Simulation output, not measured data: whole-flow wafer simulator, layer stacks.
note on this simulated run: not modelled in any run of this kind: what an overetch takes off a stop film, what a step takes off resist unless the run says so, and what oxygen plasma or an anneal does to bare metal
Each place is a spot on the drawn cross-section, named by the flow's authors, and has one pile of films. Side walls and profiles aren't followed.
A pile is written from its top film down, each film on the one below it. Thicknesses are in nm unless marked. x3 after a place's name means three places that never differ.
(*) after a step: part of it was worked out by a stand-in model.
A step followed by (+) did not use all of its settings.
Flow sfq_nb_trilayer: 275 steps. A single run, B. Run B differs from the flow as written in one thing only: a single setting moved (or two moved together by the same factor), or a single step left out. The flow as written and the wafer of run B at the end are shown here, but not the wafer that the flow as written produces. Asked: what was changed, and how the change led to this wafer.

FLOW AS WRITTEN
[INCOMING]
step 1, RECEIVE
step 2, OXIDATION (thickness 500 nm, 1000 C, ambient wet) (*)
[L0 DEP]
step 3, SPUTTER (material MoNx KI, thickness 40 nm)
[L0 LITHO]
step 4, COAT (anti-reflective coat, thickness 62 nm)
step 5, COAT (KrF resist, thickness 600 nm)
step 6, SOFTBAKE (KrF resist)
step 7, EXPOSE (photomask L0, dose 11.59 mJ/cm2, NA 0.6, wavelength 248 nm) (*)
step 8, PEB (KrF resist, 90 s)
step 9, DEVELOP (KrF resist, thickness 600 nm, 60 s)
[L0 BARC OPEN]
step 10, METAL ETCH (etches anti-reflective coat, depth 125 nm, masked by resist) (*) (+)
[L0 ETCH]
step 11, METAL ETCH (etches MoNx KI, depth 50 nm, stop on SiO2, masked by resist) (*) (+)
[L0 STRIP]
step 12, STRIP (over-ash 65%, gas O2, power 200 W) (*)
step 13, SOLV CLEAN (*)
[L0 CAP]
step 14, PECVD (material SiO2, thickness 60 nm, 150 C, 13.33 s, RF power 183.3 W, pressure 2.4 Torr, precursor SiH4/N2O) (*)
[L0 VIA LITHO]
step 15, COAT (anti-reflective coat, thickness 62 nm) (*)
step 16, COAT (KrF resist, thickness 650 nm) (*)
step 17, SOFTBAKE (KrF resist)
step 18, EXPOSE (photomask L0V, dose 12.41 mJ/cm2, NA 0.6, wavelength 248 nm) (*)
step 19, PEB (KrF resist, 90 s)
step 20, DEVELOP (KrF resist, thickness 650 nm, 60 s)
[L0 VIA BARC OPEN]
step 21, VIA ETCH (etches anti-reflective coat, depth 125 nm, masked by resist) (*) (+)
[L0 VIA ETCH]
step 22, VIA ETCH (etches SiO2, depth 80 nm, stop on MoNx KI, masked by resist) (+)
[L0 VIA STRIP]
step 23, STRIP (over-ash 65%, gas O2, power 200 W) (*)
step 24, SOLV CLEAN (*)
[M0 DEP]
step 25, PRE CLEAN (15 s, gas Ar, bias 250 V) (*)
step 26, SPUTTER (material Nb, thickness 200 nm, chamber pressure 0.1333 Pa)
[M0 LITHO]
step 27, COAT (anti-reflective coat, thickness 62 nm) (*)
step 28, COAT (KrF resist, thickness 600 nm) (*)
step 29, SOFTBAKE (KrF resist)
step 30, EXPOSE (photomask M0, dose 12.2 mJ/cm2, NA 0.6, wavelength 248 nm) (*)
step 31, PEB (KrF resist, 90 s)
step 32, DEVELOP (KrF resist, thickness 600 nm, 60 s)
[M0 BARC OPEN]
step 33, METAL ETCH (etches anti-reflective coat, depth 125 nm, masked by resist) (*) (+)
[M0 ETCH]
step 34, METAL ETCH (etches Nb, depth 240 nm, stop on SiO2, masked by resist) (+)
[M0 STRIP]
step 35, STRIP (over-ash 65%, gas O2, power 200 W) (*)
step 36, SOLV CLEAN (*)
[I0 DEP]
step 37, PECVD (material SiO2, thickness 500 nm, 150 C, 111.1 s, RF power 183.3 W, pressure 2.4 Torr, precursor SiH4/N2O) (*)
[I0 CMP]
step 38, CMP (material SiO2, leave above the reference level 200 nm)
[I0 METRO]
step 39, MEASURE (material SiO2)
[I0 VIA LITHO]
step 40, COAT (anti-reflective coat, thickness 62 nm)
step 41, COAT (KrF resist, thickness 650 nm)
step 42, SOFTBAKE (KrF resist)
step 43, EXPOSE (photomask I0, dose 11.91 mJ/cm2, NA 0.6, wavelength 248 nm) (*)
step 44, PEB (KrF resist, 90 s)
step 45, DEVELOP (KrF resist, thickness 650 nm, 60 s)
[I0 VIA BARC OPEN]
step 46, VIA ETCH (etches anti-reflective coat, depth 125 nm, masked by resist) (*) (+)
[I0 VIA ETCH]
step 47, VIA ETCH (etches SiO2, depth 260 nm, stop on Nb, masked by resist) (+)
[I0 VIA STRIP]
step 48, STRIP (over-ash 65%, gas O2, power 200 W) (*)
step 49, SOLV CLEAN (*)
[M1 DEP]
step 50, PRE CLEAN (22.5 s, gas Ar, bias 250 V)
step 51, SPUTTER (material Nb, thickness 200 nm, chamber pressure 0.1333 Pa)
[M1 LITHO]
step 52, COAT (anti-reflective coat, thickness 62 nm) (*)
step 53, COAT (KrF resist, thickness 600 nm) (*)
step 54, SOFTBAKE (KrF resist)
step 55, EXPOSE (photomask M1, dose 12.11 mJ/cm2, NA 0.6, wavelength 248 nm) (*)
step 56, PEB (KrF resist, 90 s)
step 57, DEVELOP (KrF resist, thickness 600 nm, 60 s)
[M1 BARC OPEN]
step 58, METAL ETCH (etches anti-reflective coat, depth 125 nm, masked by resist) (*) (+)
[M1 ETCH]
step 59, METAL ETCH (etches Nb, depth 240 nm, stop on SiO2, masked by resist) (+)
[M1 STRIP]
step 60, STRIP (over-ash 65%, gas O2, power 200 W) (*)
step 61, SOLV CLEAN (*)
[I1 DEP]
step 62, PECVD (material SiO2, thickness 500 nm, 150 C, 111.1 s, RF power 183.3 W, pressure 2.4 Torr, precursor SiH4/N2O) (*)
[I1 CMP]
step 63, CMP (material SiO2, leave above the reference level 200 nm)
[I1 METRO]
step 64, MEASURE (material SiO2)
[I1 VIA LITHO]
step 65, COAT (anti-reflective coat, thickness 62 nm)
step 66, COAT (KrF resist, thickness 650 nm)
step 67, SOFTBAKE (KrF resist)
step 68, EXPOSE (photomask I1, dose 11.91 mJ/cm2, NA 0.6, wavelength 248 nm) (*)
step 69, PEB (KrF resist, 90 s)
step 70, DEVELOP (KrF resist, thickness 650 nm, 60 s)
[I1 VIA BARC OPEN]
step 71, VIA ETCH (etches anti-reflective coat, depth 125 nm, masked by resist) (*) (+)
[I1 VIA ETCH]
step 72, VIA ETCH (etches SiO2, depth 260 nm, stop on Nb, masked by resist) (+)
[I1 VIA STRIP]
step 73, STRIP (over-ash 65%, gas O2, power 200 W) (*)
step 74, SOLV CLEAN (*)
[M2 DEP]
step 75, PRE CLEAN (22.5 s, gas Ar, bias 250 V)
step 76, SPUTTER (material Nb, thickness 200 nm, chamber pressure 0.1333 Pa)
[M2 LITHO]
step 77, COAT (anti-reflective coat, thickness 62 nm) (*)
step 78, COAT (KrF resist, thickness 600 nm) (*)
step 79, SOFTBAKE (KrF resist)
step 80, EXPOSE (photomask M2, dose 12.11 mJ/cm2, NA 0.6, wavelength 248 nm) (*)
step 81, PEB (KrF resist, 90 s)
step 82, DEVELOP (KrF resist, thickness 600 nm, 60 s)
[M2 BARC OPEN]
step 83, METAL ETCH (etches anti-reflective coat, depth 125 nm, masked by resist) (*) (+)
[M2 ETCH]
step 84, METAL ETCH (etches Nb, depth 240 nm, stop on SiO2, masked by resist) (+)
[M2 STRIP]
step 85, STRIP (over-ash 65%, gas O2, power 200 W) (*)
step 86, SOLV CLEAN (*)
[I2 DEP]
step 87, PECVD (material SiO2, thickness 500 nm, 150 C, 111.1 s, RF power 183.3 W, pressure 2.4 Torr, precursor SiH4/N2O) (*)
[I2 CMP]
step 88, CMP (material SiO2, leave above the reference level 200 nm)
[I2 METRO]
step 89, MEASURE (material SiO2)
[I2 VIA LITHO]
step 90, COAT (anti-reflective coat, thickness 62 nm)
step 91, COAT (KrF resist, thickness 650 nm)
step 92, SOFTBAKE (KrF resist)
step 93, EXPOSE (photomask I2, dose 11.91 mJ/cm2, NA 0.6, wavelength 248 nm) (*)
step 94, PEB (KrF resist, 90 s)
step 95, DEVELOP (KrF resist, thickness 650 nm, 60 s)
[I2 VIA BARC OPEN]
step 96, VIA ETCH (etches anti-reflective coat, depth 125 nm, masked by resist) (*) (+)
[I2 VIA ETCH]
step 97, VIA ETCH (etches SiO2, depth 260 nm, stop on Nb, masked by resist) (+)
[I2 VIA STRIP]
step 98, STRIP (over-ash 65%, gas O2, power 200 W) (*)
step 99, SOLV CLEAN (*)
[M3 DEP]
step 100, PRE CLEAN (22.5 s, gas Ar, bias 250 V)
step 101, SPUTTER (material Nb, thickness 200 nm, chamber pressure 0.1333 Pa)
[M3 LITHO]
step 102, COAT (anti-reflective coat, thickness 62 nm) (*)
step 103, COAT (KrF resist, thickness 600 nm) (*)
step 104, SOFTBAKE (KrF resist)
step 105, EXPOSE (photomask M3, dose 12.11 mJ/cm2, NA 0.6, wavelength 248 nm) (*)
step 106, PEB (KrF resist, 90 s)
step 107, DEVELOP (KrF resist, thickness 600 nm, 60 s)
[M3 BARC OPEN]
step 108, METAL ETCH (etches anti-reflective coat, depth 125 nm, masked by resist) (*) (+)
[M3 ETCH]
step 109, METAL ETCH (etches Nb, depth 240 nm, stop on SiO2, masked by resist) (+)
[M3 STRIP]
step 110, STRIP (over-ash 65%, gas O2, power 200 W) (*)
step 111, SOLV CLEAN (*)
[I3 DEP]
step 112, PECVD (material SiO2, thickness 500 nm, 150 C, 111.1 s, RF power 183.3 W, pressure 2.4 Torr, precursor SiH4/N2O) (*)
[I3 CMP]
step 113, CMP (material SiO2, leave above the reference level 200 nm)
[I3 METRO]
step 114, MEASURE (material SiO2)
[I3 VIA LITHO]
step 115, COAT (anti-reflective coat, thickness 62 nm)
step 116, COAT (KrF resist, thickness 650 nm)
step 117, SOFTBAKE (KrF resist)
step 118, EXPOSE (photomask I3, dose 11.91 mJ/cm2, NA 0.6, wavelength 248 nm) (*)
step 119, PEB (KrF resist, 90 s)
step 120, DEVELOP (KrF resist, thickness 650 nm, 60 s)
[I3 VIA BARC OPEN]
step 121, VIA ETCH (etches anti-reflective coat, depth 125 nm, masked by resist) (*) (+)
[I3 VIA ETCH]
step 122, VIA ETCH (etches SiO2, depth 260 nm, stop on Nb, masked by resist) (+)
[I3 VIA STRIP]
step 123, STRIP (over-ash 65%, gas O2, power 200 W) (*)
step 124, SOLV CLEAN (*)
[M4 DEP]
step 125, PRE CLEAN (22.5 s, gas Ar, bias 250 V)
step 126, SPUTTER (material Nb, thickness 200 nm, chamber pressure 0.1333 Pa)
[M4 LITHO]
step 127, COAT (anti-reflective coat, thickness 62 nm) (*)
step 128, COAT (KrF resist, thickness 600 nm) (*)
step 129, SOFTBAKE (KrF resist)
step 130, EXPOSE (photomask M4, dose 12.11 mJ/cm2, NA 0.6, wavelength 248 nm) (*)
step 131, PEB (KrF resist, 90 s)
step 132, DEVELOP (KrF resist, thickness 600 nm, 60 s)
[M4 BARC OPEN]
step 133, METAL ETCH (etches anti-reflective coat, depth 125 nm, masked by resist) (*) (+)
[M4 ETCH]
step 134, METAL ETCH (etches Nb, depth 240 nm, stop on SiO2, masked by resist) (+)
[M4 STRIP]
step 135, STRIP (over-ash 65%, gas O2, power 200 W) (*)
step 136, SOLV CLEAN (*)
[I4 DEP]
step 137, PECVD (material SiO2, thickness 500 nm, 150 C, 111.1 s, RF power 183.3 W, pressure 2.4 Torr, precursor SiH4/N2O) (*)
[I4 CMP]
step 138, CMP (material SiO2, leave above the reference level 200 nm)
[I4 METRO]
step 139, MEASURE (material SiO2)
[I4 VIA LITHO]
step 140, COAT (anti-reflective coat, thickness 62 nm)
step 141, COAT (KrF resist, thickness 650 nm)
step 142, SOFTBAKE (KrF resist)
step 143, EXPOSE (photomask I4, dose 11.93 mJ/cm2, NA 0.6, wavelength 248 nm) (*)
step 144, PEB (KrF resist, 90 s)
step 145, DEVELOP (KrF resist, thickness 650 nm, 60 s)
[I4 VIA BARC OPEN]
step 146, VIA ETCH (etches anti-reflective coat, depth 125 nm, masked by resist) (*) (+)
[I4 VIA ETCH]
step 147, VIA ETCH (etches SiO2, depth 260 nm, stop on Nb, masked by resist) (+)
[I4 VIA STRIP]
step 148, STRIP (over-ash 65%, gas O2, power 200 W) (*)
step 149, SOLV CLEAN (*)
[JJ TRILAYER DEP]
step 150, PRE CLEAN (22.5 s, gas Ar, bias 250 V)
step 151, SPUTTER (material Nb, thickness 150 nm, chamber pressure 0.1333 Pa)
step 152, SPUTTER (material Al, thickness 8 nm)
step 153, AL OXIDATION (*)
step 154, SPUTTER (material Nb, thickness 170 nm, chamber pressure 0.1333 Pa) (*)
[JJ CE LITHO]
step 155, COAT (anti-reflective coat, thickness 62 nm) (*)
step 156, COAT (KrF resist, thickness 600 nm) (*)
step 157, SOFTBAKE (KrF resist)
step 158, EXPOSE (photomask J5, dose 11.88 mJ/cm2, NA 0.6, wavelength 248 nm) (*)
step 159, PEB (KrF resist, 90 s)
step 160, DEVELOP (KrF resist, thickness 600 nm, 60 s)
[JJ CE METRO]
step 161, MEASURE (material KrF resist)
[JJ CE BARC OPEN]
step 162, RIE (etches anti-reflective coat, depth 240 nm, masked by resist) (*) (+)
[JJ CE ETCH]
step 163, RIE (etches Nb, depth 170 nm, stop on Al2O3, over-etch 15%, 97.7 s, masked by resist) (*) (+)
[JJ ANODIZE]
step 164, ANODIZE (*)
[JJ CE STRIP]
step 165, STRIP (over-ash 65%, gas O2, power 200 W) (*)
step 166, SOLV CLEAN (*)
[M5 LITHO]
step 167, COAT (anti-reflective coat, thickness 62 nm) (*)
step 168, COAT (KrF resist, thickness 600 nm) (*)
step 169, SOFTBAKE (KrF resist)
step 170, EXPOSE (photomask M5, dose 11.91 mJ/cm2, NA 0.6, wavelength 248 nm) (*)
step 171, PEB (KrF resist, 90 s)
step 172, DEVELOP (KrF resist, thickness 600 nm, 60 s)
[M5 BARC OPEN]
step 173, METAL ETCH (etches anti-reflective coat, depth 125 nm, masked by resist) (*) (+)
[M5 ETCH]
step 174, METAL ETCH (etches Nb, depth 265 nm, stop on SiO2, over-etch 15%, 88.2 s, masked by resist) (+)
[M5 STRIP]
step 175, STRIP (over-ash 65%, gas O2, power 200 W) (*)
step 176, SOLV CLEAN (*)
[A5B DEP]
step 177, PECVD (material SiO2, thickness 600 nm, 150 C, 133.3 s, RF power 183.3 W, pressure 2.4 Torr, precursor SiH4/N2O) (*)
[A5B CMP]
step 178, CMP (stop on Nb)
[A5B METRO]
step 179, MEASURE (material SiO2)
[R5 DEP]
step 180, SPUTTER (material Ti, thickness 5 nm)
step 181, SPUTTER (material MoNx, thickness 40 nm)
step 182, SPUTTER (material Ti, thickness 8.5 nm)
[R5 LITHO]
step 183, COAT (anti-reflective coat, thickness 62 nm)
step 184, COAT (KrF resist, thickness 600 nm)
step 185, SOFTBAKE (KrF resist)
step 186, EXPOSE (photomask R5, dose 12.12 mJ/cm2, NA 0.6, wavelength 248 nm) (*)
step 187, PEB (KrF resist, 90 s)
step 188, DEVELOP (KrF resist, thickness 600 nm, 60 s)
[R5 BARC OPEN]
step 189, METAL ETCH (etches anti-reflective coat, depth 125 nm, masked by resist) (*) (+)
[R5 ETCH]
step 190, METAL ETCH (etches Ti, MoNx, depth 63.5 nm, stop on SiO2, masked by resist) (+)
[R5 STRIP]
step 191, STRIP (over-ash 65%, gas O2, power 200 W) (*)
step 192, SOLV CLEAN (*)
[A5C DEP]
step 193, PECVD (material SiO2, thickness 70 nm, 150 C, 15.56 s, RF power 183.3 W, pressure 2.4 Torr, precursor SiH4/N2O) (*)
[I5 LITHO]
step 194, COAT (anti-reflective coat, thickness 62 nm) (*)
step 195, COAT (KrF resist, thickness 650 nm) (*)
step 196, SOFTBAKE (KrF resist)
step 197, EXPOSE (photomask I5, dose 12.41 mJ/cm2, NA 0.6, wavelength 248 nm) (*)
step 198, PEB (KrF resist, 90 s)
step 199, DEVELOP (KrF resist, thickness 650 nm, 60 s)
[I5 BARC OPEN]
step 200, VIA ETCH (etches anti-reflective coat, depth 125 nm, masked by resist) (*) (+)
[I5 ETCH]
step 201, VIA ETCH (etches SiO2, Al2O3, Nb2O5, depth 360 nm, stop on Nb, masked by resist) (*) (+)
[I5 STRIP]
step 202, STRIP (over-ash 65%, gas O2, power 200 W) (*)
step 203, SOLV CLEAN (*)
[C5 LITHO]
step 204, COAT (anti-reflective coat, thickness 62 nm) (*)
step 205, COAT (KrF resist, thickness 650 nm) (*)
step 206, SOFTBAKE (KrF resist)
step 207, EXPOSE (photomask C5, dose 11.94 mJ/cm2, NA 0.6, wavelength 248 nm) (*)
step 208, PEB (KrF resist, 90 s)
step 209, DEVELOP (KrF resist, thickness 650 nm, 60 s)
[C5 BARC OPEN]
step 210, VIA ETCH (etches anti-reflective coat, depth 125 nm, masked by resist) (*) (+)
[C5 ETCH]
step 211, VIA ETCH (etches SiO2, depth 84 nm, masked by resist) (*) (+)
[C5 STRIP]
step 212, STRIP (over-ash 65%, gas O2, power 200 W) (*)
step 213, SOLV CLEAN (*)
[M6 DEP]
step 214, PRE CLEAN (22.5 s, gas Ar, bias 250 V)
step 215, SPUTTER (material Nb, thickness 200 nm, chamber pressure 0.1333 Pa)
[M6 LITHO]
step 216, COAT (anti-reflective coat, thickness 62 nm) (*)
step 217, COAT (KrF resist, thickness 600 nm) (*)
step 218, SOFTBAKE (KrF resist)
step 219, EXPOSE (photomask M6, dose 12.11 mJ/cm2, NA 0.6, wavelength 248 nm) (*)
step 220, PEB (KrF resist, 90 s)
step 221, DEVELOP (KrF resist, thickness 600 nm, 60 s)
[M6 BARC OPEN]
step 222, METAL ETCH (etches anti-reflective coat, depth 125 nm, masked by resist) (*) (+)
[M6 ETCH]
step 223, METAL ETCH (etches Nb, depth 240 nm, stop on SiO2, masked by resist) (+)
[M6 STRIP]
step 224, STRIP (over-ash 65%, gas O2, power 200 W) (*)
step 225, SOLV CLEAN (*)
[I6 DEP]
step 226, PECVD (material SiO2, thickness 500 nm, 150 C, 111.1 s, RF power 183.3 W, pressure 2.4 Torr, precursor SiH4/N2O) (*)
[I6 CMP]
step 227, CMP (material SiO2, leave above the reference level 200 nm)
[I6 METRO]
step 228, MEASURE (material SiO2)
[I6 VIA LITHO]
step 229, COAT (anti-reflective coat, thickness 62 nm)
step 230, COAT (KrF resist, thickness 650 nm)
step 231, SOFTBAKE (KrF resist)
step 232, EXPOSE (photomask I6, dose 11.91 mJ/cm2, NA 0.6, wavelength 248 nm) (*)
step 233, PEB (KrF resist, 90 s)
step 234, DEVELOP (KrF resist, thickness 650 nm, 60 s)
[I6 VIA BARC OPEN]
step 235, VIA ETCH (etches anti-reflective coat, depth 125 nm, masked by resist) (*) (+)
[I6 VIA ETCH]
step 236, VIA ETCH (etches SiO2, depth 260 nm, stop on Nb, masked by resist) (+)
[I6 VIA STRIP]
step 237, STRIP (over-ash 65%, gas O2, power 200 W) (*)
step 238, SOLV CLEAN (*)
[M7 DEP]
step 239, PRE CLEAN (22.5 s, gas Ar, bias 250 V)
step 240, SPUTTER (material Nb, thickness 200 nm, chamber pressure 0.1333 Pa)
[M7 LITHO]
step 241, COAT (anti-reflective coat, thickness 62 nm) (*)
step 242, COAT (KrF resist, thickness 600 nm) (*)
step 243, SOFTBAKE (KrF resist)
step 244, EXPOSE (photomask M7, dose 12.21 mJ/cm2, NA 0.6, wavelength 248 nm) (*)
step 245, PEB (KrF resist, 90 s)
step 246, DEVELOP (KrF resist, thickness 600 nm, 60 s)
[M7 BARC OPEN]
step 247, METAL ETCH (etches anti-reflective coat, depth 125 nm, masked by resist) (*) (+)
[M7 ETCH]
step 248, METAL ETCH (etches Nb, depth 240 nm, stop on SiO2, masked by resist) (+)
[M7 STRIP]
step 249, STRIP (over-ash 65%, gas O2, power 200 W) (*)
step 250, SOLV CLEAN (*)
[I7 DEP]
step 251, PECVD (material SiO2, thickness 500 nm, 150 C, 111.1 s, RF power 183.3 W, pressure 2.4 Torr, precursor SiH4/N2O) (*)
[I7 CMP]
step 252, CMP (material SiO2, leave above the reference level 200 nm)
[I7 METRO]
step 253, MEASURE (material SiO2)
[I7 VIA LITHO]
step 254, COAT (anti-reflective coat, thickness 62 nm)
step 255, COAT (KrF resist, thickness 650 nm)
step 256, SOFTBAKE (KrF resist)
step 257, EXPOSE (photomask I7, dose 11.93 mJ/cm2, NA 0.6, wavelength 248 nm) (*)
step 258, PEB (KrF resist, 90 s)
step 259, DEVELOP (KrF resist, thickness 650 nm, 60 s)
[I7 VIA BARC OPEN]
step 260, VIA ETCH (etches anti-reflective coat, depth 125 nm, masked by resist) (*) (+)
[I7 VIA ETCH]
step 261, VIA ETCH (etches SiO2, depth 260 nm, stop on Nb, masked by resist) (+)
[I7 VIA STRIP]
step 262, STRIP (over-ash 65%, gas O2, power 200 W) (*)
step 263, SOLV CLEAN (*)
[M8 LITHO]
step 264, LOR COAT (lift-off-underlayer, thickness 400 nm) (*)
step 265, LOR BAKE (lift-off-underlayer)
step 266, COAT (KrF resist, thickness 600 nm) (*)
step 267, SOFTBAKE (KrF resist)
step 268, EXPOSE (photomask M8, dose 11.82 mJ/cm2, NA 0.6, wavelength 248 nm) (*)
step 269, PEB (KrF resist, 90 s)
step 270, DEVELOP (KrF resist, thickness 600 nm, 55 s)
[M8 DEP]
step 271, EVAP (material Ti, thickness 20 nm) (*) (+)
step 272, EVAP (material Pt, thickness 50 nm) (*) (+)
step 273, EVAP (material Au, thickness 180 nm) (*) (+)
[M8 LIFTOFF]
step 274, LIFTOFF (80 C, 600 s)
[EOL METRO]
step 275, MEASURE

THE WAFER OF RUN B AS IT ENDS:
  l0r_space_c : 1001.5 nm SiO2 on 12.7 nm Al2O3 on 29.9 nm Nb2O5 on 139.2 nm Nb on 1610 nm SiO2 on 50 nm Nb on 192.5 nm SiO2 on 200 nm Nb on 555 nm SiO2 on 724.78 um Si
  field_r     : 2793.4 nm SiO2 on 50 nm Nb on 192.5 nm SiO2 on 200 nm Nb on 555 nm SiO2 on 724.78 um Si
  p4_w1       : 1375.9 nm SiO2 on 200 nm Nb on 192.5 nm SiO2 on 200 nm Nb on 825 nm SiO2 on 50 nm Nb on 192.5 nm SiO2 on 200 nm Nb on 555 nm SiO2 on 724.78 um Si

The reason: step 51, SPUTTER: thickness 290 nm was run, whereas the flow has thickness 200 nm.

Step by step, how the change led to this:
  step 51, SPUTTER (material Nb, thickness 200 nm, chamber pressure 0.1333 Pa)
      field_l, v_sur, via_wl and 102 more: +290 Nb (new film) (as written it would have been: +200 Nb (new film))
      via_w: +254.4 Nb (as written it would have been: +174.5 Nb)
  step 52, COAT (anti-reflective coat, thickness 62 nm) (*)
      via_wl: +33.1 anti-reflective coat (new film) (as written it would have been: +33.8 anti-reflective coat (new film))
      via_wr: +34.2 anti-reflective coat (new film) (as written it would have been: +34.9 anti-reflective coat (new film))
  step 59, METAL ETCH (etches Nb, depth 240 nm, stop on SiO2, masked by resist) (+)
      field_l, be, be_sur and 79 more: -240 Nb (as written it would have been: -200 Nb (all of it))
  step 60, STRIP (over-ash 65%, gas O2, power 200 W) (*)
      via_wl: -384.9 KrF resist (all of it), -33.1 anti-reflective coat (all of it) (as written it would have been: -385.5 KrF resist (all of it), -33.8 anti-reflective coat (all of it))
      via_wr: -383.9 KrF resist (all of it), -34.2 anti-reflective coat (all of it) (as written it would have been: -384.4 KrF resist (all of it), -34.9 anti-reflective coat (all of it))
  step 62, PECVD (material SiO2, thickness 500 nm, 150 C, 111.1 s, RF power 183.3 W, pressure 2.4 Torr, precursor SiH4/N2O) (*)
      field_l, be, be_sur and 72 more: +500 SiO2 (new film) (as written it would have been: +500 SiO2)
      lsp_m, ln_m6, lsp_r, l0_sur, l0v: +493.9 SiO2 (new film) (as written it would have been: +494.9 SiO2)
      (also at 3 further places)
  step 63, CMP (material SiO2, leave above the reference level 200 nm)
      field_l, be, be_sur and 72 more: -60 SiO2 (as written it would have been: -100 SiO2)
      lsp_m, ln_m6, lsp_r, l0_sur, l0v: -53.9 SiO2 (as written it would have been: -94.9 SiO2)
      (also at 1 further place)
If metal films that touch count as one body, l0r_space_c has 3 bodies (between them, from the top down: SiO2 1610; SiO2 192.5); the flow as written gives 2 bodies (between them, from the top down: SiO2 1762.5).
If metal films that touch count as one body, field_r has 2 bodies (between them, from the top down: SiO2 192.5); the flow as written gives 1 body.
If metal films that touch count as one body, p4_w1 has 4 bodies (between them, from the top down: SiO2 192.5; SiO2 825; SiO2 192.5); the flow as written gives 3 bodies (between them, from the top down: SiO2 192.5; SiO2 977.5).
